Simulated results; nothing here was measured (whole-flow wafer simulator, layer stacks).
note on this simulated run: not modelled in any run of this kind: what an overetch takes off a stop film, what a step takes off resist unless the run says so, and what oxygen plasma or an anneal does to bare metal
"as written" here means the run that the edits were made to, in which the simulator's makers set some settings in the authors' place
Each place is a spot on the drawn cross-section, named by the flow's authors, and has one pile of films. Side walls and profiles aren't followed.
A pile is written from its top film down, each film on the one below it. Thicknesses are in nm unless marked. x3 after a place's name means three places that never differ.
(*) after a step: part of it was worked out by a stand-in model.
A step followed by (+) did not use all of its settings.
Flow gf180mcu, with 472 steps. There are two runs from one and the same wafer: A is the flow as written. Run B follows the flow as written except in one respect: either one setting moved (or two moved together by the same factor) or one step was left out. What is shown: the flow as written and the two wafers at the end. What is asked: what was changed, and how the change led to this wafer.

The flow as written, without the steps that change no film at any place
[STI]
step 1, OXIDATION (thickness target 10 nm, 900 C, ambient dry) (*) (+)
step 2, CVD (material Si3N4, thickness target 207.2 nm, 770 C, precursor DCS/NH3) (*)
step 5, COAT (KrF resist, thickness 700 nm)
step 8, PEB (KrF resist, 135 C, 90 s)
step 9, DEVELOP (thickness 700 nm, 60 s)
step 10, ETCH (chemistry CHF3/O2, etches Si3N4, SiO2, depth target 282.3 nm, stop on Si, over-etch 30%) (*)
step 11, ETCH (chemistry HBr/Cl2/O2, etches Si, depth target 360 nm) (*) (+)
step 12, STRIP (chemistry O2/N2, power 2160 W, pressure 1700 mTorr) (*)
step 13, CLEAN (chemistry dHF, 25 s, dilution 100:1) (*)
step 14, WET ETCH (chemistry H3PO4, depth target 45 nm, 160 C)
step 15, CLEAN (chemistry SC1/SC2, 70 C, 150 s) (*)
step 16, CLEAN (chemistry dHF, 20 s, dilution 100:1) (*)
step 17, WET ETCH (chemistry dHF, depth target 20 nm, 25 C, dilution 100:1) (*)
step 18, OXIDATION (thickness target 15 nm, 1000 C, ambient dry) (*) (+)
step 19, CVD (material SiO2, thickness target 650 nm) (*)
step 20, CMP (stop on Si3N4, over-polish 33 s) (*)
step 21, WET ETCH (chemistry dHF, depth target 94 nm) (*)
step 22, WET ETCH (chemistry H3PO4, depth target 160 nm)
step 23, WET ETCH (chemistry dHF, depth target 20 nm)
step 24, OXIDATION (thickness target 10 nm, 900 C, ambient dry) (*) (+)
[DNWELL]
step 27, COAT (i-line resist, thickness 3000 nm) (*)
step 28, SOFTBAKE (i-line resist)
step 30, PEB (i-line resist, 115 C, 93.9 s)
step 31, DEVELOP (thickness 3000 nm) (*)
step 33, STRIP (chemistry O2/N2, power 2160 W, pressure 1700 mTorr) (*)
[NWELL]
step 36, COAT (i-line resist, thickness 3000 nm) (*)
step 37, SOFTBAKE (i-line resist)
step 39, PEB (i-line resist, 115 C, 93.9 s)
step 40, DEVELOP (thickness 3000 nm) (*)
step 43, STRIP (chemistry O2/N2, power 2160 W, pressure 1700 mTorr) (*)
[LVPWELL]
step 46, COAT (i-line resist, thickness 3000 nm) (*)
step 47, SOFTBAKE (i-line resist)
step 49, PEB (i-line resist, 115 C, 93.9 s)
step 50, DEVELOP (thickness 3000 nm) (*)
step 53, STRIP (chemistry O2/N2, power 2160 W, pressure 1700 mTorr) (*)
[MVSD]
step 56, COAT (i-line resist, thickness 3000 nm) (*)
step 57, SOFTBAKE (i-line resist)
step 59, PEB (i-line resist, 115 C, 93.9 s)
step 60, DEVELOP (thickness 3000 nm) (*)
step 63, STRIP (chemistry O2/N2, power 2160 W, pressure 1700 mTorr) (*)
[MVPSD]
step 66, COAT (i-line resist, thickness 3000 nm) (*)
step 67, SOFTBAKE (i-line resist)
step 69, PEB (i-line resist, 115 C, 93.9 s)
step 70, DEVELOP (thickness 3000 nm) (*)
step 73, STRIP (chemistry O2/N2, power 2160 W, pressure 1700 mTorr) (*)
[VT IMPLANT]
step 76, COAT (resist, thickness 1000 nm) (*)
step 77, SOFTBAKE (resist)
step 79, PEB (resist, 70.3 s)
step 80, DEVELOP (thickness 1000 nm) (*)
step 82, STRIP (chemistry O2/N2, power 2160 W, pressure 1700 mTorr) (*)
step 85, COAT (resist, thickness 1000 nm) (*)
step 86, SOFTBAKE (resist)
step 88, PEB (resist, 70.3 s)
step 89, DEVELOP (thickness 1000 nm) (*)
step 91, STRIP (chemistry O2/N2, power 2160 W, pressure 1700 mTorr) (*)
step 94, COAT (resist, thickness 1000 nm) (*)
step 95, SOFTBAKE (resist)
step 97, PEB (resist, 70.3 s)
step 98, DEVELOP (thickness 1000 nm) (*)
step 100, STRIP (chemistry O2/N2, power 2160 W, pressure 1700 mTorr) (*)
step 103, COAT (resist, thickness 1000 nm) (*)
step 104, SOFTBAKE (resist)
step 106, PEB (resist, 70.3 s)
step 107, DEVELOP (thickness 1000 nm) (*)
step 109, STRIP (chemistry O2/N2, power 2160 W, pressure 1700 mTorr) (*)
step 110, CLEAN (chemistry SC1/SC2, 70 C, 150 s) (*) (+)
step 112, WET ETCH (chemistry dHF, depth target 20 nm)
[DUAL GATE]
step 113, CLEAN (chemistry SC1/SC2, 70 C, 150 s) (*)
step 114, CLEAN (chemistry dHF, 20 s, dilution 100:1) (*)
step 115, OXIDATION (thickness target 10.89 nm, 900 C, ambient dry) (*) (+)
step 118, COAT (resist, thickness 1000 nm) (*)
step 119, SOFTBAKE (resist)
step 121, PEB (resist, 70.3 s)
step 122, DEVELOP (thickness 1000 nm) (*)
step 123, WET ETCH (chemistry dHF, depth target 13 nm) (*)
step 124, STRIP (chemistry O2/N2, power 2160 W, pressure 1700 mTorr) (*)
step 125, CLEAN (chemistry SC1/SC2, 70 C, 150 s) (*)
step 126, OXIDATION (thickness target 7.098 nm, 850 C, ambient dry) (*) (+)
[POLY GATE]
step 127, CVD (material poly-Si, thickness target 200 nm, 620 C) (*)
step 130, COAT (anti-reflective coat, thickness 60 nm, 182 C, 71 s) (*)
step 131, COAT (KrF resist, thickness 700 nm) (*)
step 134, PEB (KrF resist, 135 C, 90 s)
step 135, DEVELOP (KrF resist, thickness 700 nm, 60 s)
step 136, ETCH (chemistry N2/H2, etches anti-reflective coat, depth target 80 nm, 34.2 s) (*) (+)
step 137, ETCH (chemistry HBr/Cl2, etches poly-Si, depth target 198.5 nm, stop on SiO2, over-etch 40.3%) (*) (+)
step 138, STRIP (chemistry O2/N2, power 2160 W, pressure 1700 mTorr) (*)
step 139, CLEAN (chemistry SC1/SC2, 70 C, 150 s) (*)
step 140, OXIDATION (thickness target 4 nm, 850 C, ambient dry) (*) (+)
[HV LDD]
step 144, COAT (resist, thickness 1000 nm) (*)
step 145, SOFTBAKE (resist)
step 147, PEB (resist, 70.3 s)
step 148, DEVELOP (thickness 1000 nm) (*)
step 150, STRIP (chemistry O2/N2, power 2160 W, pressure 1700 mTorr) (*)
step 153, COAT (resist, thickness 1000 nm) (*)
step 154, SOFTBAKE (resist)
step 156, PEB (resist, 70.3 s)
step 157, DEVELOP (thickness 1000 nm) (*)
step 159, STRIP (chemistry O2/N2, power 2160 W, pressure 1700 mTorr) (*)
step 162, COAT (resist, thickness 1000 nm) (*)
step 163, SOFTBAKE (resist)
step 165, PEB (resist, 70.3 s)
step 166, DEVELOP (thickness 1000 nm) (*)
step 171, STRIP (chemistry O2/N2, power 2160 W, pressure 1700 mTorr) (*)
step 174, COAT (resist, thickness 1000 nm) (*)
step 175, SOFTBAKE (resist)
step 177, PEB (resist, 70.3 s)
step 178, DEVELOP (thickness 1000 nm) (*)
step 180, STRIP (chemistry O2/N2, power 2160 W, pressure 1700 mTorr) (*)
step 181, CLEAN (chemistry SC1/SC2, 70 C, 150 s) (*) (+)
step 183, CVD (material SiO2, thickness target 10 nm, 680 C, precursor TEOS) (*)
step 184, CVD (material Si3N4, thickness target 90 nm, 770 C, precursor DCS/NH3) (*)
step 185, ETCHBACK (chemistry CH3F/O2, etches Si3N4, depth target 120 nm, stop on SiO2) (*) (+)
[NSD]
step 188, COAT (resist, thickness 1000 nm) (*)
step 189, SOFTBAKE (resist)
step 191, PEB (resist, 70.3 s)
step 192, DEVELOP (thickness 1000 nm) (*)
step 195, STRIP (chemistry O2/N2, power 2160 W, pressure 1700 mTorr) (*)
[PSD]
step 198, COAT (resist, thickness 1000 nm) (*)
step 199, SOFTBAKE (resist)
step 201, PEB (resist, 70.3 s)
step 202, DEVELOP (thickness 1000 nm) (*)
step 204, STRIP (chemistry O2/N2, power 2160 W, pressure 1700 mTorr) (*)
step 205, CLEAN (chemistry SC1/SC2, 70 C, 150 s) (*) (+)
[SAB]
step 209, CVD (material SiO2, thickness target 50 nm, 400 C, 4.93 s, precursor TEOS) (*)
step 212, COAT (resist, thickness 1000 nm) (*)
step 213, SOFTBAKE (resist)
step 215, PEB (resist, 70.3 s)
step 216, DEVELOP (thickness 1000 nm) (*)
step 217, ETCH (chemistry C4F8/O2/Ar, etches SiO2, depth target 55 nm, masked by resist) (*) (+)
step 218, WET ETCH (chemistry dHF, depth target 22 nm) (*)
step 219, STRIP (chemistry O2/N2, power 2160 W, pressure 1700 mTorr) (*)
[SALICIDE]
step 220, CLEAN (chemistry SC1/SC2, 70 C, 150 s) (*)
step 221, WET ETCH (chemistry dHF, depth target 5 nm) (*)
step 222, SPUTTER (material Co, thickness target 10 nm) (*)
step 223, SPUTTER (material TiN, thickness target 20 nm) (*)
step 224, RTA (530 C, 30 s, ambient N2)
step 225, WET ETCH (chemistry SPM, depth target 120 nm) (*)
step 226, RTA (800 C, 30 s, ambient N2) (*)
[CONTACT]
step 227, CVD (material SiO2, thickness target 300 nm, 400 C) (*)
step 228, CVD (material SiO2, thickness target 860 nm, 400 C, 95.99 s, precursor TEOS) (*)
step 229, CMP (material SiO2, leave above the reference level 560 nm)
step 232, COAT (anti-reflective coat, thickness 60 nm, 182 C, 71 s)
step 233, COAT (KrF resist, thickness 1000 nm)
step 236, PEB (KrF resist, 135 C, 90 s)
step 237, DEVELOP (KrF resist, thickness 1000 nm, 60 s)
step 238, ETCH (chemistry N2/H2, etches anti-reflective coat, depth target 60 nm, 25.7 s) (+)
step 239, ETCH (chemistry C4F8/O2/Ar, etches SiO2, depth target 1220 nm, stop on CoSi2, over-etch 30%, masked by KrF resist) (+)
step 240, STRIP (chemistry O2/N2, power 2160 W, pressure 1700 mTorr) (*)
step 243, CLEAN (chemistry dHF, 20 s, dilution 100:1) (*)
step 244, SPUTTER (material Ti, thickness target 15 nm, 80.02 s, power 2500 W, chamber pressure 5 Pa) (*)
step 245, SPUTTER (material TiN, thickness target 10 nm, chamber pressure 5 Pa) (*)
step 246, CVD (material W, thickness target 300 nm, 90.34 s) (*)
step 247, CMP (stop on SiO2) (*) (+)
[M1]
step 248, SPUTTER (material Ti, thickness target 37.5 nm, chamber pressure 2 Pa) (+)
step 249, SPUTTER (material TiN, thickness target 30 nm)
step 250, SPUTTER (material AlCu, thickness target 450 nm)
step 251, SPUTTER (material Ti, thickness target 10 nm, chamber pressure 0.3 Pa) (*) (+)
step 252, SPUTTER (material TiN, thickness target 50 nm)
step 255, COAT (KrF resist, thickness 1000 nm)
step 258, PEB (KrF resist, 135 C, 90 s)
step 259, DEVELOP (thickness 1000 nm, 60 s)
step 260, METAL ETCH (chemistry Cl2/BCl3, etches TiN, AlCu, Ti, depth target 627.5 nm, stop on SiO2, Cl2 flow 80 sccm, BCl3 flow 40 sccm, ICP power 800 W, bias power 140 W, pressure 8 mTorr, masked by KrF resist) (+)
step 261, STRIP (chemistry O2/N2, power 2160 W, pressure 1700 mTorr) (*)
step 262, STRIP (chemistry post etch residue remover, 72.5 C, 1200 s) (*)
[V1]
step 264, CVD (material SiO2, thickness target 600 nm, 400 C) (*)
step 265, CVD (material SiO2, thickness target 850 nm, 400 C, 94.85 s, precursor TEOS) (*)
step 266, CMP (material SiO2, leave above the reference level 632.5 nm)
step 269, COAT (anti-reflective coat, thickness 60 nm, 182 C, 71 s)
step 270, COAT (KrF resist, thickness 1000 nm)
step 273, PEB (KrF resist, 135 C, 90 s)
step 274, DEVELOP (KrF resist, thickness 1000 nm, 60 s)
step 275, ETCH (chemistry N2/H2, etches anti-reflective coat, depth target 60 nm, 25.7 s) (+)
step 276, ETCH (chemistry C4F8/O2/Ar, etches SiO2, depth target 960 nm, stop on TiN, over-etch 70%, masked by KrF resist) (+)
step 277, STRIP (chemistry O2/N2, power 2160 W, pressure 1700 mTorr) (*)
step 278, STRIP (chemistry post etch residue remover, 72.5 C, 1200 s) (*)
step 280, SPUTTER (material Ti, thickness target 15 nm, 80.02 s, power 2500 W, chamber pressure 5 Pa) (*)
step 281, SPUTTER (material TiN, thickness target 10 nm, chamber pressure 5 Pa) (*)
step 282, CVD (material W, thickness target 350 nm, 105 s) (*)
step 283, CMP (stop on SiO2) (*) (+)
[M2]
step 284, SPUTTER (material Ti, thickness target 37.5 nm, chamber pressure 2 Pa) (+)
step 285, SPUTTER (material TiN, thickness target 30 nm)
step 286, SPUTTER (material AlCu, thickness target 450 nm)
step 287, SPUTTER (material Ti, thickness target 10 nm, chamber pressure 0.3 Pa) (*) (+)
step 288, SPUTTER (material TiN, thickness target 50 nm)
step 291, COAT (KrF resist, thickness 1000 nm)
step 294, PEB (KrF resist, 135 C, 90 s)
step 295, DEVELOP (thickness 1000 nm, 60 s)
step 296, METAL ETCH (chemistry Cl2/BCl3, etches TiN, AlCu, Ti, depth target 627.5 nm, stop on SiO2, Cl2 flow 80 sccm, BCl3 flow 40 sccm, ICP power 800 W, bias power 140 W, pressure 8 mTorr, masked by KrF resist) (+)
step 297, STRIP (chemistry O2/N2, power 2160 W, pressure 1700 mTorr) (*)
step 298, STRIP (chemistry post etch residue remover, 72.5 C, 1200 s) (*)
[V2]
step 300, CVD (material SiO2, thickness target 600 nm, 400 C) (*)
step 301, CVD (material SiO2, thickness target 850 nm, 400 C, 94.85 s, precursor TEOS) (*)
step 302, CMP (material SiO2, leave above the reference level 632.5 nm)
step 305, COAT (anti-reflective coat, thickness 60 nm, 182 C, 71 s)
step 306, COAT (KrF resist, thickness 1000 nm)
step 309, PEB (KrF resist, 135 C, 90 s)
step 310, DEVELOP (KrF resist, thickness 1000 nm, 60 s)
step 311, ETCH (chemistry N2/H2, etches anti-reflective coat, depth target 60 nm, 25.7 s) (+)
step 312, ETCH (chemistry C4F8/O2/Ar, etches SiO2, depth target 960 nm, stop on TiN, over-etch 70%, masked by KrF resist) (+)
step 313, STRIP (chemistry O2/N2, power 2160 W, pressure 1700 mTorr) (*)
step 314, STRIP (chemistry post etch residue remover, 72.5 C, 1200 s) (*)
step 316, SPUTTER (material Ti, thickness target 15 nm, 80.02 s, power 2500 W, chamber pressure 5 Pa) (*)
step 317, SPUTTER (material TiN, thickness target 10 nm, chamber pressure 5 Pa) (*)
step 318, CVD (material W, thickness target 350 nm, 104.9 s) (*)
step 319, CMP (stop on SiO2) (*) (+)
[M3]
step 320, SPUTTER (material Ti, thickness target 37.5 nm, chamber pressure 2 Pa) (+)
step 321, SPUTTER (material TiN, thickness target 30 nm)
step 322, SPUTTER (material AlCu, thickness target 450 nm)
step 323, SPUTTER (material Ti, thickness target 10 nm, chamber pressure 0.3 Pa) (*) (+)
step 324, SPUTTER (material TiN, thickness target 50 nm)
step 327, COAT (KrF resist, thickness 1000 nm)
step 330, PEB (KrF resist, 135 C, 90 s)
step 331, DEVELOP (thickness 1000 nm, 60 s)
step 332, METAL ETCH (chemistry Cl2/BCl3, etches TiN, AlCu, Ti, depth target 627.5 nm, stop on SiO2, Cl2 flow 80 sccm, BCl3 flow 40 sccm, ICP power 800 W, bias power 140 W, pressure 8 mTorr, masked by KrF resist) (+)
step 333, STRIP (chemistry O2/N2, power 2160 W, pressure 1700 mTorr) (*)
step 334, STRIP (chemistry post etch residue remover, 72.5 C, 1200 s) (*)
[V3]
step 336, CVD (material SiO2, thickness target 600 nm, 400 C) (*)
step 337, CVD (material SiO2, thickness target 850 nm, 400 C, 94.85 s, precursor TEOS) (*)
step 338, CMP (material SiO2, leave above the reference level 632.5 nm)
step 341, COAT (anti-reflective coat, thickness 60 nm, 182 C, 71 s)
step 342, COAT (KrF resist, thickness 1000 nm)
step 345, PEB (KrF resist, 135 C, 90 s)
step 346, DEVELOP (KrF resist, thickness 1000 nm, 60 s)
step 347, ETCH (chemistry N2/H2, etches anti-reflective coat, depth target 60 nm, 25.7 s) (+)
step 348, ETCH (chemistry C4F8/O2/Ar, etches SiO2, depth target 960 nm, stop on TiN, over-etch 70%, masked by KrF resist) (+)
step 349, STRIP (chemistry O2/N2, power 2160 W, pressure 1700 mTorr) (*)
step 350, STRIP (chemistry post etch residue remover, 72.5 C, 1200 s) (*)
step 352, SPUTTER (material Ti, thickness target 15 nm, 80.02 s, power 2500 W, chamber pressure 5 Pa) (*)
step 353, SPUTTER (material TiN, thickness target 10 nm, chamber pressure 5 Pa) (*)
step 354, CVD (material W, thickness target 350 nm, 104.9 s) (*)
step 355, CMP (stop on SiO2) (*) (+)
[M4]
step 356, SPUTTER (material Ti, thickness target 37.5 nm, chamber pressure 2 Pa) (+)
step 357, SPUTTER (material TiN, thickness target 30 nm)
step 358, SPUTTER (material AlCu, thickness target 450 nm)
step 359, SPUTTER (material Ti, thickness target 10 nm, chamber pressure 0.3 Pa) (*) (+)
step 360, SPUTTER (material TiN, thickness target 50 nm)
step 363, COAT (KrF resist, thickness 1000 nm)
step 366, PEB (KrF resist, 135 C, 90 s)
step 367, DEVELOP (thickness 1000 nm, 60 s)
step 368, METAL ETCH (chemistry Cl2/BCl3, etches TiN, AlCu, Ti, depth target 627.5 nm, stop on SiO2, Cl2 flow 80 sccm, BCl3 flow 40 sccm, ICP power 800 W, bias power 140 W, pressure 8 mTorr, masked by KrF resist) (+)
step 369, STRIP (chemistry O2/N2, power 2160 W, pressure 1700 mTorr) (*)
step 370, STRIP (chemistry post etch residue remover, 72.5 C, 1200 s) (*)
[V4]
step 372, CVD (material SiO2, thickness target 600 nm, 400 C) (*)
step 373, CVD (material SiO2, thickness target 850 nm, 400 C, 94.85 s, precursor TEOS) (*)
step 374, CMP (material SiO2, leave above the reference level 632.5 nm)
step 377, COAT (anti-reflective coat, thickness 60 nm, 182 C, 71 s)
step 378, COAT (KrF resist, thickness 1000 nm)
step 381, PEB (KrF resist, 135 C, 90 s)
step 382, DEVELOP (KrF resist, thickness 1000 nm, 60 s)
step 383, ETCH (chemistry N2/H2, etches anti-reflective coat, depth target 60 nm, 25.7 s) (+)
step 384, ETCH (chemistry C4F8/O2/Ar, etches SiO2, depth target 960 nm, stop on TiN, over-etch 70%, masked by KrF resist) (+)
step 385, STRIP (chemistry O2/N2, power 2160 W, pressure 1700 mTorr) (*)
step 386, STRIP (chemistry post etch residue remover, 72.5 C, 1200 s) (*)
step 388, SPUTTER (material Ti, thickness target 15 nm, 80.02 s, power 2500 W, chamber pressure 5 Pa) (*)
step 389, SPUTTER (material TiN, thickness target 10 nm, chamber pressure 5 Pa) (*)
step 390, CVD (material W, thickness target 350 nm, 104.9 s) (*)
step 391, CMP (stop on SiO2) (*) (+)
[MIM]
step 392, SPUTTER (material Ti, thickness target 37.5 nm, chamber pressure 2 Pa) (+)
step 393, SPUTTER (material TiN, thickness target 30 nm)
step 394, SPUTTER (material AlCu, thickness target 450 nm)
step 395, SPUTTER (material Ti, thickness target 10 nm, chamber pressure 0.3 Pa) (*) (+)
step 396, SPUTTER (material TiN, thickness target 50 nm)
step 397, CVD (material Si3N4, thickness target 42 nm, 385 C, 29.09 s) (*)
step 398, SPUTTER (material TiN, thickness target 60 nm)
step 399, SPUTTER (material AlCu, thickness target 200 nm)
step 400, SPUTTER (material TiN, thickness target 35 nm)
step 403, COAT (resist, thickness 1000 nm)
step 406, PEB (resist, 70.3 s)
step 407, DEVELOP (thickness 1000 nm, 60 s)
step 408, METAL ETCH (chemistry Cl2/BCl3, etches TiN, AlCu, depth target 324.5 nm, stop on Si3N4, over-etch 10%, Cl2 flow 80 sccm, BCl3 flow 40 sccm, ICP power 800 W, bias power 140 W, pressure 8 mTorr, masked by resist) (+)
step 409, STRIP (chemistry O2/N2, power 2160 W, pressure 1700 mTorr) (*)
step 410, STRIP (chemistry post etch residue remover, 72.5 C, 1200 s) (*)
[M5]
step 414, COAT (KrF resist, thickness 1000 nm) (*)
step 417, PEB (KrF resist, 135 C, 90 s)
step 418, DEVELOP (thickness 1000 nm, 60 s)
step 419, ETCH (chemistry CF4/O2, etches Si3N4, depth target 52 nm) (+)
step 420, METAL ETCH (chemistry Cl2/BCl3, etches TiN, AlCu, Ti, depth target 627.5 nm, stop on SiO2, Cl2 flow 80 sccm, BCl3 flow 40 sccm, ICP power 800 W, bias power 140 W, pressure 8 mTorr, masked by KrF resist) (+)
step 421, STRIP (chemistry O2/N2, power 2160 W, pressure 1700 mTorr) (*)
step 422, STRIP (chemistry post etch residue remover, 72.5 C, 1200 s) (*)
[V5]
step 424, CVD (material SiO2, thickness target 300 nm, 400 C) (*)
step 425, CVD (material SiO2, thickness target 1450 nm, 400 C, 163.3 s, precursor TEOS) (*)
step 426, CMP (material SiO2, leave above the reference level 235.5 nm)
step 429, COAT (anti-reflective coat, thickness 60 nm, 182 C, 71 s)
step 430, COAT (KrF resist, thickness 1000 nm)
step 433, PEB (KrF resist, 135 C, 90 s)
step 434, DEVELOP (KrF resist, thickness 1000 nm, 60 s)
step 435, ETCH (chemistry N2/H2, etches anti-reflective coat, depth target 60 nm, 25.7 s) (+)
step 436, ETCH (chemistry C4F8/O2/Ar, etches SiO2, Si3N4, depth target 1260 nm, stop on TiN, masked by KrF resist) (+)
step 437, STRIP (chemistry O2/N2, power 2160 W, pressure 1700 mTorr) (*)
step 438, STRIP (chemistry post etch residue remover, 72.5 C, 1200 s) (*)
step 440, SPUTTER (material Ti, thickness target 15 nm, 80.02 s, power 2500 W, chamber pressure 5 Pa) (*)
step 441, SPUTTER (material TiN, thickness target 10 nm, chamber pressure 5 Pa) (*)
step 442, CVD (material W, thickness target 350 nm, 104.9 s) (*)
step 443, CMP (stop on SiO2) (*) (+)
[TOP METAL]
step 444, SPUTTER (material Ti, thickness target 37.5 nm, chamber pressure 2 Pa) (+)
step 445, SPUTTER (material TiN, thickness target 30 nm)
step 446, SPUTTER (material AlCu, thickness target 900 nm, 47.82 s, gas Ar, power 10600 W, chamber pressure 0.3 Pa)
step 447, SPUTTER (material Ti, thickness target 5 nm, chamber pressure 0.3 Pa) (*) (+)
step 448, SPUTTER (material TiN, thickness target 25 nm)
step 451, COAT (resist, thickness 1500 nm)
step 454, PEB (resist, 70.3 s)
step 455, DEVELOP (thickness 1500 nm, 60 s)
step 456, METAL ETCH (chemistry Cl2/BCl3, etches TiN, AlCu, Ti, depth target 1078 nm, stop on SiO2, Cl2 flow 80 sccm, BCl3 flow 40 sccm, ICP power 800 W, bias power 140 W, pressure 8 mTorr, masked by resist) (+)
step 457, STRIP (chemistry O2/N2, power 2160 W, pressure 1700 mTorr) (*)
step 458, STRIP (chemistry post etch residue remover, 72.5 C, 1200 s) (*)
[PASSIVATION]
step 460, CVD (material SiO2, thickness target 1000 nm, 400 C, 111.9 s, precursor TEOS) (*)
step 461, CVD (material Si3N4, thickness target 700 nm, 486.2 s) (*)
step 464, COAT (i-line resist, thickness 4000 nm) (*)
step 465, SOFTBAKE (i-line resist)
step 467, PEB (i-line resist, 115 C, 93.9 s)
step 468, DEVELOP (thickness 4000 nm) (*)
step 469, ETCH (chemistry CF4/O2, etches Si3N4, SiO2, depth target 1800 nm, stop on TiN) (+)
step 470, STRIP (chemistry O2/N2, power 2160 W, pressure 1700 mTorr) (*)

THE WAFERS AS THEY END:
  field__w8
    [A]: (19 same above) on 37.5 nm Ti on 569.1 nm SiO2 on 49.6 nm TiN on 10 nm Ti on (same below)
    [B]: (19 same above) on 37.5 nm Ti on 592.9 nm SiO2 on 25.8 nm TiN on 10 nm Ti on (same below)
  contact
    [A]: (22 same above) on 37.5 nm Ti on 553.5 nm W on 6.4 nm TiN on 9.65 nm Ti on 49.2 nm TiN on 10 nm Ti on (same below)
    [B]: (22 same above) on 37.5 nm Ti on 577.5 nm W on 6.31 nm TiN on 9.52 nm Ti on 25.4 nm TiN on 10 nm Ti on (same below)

Cause: step 324, SPUTTER: thickness target 26.2 nm was run, though the flow has thickness target 50 nm.

The path from the change to this, step by step:
  step 324, SPUTTER (material TiN, thickness target 50 nm)
      field, field__w1, field__w2 and 108 more: A +50 TiN (new film) | B +26.2 TiN (new film)
  step 332, METAL ETCH (chemistry Cl2/BCl3, etches TiN, AlCu, Ti, depth target 627.5 nm, stop on SiO2, Cl2 flow 80 sccm, BCl3 flow 40 sccm, ICP power 800 W, bias power 140 W, pressure 8 mTorr, masked by KrF resist) (+)
      field, field__w1, field__w2 and 103 more: A -50 TiN (all of it), -10 Ti (all of it), -450 AlCu (all of it), -30 TiN (all of it), -37.5 Ti (all of it) | B -26.2 TiN (all of it), -10 Ti (all of it), -450 AlCu (all of it), -30 TiN (all of it), -37.5 Ti (all of it)
  step 338, CMP (material SiO2, leave above the reference level 632.5 nm)
      field__w8, contact, m1, m1__w1, m1_nw: A -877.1 SiO2 | B -853.3 SiO2
  step 348, ETCH (chemistry C4F8/O2/Ar, etches SiO2, depth target 960 nm, stop on TiN, over-etch 70%, masked by KrF resist) (+)
      contact: A -572.5 SiO2 (all of it) | B -596.3 SiO2 (all of it)
  step 354, CVD (material W, thickness target 350 nm, 104.9 s) (*)
      contact: A +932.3 W (new film) | B +956.3 W (new film)
